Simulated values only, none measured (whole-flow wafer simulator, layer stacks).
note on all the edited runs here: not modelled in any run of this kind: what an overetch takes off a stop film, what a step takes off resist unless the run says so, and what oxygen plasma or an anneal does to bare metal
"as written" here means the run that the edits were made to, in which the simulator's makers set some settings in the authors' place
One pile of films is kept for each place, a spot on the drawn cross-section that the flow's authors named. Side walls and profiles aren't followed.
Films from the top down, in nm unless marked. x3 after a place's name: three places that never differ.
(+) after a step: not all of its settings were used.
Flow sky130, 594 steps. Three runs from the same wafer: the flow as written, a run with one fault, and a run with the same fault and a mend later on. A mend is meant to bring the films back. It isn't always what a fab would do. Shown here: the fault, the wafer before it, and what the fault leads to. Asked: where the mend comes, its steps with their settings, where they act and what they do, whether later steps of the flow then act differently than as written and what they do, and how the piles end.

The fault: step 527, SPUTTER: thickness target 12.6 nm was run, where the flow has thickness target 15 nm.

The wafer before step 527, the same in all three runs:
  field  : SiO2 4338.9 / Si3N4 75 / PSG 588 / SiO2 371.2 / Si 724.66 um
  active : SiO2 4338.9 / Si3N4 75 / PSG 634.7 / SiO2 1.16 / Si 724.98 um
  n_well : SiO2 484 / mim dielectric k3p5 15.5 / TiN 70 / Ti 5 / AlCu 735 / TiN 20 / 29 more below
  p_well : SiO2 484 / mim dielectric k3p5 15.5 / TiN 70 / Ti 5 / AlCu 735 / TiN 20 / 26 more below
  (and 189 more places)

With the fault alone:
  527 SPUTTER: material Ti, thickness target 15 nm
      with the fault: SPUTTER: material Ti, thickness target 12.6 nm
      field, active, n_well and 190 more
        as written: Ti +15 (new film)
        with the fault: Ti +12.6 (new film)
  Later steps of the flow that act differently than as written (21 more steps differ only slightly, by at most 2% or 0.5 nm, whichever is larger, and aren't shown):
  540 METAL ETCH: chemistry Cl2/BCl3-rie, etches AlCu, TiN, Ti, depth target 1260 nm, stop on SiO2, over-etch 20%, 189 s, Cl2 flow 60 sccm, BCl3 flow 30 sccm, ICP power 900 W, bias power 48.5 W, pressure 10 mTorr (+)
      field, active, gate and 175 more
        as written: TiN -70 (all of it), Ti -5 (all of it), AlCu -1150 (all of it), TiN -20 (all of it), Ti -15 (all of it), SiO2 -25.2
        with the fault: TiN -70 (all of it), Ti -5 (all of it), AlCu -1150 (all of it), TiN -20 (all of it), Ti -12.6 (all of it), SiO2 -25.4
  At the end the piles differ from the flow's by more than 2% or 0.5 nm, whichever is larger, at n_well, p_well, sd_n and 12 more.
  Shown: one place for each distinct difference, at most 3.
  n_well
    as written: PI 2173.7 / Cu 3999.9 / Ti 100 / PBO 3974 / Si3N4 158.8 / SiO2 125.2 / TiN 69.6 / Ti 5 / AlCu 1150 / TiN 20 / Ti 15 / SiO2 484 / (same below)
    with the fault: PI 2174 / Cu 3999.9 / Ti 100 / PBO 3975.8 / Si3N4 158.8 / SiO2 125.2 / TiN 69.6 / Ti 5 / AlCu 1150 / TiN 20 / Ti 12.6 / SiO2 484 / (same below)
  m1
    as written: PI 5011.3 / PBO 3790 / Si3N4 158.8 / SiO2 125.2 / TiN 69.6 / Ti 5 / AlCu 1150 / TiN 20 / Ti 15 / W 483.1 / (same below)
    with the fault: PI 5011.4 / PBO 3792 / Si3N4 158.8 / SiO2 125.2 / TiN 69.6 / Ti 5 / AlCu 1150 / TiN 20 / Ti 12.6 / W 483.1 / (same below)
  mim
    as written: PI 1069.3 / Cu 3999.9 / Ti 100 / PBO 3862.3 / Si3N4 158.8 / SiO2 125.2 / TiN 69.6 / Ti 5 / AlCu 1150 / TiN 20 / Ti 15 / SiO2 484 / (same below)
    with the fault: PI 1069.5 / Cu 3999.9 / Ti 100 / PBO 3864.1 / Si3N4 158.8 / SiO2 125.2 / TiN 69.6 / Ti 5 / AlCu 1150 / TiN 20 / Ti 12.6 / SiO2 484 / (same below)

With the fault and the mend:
  The mend comes after step 527.
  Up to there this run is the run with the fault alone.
  527a SPUTTER: material Ti, thickness target 2.4 nm (the flow's step 527 once more, with other settings)
      field, active, n_well and 190 more
        Ti +2.4
  No later step of the flow acts differently than as written at any place that is followed.
  At the end the piles are the same as the flow's at every place that both follow.
